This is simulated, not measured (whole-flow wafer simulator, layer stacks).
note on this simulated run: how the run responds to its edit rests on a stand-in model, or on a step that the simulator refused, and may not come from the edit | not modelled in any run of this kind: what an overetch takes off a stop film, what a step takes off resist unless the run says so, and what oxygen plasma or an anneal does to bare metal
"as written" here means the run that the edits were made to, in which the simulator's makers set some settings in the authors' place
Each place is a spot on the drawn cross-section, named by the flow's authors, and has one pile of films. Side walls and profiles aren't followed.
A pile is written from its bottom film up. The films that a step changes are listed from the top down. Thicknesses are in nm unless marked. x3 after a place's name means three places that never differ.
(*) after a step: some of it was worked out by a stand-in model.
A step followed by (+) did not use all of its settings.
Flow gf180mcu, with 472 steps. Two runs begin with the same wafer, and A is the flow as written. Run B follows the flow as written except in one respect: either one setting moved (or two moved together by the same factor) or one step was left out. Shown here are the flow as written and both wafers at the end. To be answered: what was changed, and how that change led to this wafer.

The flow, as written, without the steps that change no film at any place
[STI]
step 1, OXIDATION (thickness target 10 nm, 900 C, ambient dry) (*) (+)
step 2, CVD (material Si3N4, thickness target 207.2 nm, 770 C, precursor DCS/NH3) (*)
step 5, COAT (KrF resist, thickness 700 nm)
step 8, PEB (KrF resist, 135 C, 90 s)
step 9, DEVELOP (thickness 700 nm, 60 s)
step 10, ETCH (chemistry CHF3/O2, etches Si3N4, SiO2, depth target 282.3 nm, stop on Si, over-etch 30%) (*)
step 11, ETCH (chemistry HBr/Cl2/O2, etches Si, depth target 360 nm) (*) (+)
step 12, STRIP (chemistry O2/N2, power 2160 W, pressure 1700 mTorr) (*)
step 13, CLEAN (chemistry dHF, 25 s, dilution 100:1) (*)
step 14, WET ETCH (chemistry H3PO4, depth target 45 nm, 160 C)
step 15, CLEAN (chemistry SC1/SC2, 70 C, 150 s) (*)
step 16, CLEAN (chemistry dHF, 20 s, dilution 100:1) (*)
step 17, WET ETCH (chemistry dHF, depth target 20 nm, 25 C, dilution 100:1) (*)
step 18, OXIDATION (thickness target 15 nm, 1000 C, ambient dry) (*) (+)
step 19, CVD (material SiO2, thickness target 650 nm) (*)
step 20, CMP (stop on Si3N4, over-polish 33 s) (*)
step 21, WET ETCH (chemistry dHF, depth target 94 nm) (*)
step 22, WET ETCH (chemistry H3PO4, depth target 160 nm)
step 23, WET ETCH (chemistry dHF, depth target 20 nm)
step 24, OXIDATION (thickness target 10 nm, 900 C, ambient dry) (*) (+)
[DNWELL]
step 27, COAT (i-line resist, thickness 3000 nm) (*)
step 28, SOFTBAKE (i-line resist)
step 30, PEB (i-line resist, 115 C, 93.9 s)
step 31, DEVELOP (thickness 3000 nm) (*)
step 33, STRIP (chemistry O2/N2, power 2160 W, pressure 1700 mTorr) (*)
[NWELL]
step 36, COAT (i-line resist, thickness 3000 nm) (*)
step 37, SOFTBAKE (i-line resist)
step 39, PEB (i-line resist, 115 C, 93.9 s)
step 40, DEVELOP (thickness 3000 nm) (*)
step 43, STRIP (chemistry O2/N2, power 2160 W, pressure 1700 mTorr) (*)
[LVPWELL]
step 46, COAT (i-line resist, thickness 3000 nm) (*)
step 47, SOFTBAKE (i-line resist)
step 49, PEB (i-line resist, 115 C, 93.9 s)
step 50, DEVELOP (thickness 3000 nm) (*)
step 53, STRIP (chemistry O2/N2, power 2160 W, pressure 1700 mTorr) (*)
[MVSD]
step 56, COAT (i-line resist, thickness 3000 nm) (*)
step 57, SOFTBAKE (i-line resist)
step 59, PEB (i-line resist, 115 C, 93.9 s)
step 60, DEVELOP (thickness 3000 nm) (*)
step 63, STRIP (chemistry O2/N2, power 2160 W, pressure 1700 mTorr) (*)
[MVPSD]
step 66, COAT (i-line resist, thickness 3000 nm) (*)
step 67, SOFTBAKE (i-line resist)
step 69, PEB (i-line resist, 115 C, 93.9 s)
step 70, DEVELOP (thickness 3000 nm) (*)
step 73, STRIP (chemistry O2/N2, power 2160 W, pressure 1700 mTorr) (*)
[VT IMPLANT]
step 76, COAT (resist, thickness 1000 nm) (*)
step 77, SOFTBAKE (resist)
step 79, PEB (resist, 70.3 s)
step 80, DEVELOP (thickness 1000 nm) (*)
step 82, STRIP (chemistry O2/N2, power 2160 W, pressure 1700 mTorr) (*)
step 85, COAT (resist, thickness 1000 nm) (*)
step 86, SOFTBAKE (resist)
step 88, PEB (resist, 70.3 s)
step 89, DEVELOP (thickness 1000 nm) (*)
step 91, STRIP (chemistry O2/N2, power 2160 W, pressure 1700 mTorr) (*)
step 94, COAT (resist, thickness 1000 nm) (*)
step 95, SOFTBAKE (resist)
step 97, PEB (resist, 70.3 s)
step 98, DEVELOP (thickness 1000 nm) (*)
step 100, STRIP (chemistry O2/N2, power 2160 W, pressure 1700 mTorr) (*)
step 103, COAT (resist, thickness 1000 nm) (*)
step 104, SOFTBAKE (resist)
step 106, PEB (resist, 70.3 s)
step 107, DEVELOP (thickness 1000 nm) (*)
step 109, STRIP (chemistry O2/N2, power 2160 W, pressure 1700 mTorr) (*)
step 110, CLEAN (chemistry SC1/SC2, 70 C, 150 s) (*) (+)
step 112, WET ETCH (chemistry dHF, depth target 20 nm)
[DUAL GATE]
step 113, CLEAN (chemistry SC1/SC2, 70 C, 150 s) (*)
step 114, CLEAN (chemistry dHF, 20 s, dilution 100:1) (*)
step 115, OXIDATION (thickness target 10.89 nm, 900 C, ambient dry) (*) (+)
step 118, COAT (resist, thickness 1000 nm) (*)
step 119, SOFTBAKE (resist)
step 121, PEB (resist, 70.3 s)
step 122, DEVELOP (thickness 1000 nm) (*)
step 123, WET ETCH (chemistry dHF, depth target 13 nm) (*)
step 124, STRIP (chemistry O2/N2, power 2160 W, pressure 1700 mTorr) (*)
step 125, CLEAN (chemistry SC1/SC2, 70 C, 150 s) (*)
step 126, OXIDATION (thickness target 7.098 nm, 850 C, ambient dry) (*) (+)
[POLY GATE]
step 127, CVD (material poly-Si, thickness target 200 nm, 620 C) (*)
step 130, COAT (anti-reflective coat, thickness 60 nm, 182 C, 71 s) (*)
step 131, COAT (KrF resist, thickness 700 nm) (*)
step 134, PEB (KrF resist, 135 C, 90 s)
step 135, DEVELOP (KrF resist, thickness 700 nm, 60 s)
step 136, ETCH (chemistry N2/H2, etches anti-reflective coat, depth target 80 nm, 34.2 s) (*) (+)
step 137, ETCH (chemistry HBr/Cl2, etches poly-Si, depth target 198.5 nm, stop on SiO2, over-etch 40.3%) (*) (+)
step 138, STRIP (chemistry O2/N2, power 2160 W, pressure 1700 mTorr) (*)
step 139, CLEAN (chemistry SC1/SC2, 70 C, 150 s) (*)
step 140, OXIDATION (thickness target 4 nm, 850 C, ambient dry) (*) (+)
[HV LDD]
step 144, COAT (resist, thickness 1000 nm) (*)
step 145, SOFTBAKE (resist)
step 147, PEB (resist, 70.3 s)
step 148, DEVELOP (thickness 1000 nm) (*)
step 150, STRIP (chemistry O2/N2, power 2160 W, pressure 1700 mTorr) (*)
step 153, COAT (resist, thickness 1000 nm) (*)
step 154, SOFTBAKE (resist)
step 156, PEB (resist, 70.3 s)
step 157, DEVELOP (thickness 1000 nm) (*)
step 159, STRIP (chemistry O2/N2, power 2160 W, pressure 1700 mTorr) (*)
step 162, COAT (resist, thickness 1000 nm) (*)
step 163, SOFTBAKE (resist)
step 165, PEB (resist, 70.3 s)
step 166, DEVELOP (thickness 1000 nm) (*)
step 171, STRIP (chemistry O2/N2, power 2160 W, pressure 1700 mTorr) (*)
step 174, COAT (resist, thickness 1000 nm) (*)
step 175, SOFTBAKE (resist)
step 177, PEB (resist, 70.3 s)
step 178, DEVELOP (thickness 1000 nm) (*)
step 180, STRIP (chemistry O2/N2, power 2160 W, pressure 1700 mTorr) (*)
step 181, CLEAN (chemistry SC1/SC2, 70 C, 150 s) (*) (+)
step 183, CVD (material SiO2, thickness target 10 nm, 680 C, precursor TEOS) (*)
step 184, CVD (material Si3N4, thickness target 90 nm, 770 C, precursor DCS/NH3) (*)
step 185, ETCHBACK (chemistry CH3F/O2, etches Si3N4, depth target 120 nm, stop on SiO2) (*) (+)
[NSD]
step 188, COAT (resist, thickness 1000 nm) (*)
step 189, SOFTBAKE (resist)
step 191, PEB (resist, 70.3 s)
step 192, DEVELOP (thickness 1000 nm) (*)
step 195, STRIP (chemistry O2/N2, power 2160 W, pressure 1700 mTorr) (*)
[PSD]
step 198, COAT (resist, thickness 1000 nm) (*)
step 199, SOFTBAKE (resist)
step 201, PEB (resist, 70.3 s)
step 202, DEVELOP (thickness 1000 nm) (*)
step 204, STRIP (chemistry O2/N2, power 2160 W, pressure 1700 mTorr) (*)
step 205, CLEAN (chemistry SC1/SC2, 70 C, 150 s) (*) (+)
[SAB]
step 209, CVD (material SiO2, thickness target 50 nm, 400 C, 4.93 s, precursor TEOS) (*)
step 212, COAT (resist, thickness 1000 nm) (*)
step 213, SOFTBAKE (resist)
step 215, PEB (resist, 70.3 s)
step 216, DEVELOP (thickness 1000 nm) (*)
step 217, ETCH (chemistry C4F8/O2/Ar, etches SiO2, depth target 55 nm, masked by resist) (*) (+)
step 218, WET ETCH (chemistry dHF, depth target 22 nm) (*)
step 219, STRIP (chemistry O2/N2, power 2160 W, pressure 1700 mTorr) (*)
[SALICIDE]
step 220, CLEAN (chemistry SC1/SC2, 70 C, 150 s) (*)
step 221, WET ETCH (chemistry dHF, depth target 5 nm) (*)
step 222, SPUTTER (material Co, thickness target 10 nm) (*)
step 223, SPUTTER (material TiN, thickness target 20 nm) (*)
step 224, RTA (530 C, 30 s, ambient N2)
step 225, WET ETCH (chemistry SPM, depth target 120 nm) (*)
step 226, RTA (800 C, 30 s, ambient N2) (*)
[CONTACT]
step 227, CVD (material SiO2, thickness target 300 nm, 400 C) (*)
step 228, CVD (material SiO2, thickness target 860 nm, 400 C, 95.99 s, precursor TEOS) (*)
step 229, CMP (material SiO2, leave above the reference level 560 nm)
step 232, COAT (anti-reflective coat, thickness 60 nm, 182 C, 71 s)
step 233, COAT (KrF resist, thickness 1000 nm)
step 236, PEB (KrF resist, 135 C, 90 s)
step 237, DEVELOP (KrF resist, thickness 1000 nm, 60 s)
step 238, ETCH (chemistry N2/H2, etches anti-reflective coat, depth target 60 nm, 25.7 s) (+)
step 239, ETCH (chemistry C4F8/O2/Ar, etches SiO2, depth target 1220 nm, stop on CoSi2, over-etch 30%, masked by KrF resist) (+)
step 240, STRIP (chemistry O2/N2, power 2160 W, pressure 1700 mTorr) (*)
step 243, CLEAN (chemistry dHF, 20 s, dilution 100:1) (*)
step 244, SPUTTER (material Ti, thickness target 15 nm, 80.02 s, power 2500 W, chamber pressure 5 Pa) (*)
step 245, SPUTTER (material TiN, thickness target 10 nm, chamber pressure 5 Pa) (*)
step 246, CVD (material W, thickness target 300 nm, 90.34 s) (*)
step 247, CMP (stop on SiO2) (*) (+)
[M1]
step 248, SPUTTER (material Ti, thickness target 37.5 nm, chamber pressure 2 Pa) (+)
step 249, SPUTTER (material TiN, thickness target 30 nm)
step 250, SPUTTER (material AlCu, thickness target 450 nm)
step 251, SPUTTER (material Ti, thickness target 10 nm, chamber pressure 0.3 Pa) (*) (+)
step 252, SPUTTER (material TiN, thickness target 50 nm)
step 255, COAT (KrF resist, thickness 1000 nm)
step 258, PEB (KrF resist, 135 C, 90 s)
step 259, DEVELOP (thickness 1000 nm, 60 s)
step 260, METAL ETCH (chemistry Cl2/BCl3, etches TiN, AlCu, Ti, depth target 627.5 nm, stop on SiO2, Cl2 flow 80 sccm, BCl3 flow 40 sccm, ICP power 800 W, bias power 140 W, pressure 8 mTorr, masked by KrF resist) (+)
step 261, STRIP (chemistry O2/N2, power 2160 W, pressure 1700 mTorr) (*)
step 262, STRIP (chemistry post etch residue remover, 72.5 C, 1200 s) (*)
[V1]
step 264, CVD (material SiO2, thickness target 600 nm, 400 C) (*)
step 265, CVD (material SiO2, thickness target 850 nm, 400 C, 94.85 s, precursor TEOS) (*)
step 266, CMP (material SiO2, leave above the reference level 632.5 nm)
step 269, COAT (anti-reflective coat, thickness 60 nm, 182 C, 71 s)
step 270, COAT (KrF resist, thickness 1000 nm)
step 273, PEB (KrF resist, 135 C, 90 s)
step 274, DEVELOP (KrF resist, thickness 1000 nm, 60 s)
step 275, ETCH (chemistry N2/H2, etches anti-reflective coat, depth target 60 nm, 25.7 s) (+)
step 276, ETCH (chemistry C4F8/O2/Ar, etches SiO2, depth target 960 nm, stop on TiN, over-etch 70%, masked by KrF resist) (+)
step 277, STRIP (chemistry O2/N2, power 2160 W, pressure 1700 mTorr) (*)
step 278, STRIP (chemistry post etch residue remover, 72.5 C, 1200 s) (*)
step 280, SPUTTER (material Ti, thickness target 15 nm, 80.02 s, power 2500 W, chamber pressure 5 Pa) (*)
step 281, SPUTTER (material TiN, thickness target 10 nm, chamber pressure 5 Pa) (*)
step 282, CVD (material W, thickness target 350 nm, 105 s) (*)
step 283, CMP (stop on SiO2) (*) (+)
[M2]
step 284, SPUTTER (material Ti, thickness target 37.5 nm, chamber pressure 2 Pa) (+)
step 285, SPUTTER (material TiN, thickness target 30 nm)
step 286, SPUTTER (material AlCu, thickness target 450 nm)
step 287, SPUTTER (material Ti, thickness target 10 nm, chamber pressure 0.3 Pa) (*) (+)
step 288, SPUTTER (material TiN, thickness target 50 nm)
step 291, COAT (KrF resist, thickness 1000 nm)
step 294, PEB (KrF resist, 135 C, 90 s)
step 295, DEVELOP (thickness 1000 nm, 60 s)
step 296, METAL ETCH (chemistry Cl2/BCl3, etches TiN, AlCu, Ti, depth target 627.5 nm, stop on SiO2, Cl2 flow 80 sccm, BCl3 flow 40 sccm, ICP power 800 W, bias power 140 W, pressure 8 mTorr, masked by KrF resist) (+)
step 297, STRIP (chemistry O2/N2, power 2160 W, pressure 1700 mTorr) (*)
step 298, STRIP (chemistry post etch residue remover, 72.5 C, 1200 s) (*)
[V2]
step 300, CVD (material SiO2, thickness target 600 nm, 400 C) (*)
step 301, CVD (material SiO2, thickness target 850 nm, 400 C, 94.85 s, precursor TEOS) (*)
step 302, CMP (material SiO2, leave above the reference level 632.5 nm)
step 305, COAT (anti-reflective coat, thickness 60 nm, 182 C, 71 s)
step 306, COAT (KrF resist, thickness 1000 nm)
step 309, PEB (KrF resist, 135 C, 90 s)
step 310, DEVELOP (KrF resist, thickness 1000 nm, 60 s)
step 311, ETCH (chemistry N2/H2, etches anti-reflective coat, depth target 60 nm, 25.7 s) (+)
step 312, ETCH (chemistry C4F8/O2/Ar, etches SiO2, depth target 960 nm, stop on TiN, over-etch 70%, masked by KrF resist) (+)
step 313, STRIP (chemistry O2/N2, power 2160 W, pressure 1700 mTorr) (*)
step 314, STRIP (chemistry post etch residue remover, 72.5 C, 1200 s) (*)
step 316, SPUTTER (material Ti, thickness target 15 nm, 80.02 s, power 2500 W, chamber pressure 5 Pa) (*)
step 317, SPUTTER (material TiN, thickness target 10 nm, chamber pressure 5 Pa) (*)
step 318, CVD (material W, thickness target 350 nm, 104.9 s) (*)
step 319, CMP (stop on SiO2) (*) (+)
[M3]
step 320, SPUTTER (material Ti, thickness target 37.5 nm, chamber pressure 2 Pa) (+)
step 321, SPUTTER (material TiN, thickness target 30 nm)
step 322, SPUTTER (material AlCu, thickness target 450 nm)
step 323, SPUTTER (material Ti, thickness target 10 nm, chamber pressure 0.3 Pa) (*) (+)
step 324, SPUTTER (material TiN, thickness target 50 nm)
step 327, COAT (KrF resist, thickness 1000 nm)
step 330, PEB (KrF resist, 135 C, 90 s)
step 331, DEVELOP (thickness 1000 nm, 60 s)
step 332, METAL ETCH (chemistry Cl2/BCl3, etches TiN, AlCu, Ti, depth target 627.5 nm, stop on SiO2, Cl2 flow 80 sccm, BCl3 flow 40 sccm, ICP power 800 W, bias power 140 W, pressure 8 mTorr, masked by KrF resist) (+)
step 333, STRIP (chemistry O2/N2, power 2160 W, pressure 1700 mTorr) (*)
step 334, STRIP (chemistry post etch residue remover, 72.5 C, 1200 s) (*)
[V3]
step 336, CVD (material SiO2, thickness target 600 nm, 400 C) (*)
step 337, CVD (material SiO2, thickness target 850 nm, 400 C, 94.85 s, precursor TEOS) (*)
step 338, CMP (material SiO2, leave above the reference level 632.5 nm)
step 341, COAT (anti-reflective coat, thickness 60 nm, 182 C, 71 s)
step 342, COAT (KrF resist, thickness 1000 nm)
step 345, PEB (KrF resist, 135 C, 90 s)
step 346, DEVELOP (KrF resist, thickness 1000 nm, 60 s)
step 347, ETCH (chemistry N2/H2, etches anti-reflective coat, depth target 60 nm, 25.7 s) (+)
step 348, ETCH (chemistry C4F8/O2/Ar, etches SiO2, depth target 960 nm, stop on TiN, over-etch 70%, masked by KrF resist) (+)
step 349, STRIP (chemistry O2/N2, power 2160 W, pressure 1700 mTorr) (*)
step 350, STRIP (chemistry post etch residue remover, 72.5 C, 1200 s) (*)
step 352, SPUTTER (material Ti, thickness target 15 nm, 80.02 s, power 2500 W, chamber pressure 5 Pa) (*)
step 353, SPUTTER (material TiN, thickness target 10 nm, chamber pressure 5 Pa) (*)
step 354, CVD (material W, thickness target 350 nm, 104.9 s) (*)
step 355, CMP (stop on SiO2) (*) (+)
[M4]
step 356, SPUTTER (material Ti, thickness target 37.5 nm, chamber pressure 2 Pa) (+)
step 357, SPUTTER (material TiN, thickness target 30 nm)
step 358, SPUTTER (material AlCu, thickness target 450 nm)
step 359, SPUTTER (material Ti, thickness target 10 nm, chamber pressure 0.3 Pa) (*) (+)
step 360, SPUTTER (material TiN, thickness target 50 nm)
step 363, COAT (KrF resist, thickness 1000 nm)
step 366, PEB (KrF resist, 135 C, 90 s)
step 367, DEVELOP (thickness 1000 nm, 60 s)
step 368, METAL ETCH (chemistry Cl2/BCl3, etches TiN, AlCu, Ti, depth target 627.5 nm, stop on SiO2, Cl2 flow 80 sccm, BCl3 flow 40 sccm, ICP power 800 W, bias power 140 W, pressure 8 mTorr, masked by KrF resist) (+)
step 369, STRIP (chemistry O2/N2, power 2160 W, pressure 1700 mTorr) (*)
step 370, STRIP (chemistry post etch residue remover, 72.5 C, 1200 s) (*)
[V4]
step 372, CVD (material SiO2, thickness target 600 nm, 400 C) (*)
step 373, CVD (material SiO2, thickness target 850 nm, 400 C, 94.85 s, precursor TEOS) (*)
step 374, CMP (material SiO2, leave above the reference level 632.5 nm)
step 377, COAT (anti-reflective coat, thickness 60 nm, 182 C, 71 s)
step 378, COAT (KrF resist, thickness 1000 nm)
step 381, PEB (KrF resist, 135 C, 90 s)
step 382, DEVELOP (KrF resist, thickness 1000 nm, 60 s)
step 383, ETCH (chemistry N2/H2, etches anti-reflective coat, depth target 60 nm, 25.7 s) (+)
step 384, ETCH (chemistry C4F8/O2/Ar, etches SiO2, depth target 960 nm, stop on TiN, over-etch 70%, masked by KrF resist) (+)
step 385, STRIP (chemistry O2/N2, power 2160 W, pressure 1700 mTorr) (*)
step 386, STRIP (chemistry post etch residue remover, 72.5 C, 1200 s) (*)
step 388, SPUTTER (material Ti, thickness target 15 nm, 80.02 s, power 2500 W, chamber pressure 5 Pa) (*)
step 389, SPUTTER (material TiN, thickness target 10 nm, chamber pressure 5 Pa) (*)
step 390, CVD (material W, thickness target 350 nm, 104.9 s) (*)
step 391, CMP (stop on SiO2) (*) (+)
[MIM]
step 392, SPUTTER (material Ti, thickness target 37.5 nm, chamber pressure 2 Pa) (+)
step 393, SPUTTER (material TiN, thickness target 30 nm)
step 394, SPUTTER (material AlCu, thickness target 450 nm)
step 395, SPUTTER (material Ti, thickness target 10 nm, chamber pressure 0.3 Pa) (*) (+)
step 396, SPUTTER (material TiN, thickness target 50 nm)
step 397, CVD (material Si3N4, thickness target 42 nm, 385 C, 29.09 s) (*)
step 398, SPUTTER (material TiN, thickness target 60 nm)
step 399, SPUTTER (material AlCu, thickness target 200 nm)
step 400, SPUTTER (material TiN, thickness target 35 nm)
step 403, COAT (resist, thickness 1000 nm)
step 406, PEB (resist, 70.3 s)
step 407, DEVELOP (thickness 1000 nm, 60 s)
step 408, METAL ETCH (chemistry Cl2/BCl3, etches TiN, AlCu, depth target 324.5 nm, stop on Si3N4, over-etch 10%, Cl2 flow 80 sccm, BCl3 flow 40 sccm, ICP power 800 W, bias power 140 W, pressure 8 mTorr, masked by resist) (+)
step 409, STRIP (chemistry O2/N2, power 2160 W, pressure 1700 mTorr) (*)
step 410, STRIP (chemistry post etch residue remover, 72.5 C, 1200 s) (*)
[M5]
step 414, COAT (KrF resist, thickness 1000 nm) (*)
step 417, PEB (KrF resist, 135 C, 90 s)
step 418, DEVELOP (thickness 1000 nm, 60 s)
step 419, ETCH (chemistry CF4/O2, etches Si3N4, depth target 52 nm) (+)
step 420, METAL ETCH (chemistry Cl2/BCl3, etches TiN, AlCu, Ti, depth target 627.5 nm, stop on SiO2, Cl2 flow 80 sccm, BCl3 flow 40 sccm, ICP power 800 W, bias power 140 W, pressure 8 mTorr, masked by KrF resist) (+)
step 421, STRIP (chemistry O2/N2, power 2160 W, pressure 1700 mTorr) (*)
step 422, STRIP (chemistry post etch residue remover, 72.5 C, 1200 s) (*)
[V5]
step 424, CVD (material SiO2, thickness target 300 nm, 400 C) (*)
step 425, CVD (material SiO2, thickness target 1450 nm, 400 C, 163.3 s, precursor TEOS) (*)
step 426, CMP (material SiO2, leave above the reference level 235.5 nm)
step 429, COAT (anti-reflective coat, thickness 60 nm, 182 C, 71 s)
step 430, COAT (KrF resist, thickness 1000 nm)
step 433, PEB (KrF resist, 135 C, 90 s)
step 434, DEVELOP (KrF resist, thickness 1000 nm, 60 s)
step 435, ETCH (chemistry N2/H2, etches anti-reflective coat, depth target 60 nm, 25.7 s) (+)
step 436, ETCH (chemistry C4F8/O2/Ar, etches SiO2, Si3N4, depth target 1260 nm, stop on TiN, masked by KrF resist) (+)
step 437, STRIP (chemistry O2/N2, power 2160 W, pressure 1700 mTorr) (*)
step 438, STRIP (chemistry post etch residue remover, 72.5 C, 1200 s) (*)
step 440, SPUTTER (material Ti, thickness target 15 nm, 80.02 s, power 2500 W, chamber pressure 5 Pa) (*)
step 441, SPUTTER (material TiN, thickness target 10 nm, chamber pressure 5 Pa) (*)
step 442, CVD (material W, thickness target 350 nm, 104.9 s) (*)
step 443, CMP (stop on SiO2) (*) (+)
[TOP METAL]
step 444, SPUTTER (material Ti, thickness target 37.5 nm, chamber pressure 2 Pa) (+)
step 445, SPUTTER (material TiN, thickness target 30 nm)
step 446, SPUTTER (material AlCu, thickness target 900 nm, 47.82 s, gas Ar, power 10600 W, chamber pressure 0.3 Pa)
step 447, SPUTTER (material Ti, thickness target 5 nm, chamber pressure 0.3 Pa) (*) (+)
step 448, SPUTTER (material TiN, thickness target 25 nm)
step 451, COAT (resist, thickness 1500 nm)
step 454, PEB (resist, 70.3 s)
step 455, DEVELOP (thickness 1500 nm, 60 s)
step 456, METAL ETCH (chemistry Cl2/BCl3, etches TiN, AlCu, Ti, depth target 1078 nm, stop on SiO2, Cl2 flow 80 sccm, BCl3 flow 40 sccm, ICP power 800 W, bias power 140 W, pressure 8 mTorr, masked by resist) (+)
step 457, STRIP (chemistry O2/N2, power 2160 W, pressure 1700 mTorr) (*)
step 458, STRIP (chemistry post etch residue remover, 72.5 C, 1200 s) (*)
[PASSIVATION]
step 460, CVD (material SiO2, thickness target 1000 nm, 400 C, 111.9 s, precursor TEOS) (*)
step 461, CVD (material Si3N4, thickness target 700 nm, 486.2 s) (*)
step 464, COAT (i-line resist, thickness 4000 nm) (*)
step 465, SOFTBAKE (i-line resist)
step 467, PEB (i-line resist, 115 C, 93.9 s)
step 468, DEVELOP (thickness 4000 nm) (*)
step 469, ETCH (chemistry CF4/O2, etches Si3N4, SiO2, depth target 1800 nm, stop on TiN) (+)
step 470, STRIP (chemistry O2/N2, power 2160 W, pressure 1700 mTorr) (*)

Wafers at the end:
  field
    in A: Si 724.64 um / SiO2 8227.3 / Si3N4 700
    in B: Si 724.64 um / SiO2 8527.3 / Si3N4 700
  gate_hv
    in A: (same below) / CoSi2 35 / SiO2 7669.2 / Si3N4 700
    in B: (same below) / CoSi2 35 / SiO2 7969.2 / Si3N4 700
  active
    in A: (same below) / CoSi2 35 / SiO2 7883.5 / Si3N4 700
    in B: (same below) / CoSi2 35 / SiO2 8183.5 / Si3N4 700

Cause: step 338, CMP: leave above the reference level 932.9 nm was run, though the flow has leave above the reference level 632.5 nm.

Step by step, how the change led to this:
  step 338, CMP (material SiO2, leave above the reference level 632.5 nm)
      field, field__w1, field__w2 and 103 more: A SiO2 loses 300 | B nothing
      field__w8, contact, m1, m1__w1, m1_nw: A SiO2 loses 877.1 | B SiO2 loses 576.7
  step 348, ETCH (chemistry C4F8/O2/Ar, etches SiO2, depth target 960 nm, stop on TiN, over-etch 70%, masked by KrF resist) (+)
      contact: A SiO2 loses 572.5 (all of it) | B SiO2 loses 872.9 (all of it)
  step 352, SPUTTER (material Ti, thickness target 15 nm, 80.02 s, power 2500 W, chamber pressure 5 Pa) (*)
      contact: A Ti gains 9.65 (new film) | B Ti gains 8.11 (new film)
  step 353, SPUTTER (material TiN, thickness target 10 nm, chamber pressure 5 Pa) (*)
      contact: A TiN gains 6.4 (new film) | B TiN gains 5.38 (new film)
  step 354, CVD (material W, thickness target 350 nm, 104.9 s) (*)
      contact: A W gains 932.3 (new film) | B W gains 1234.8 (new film)
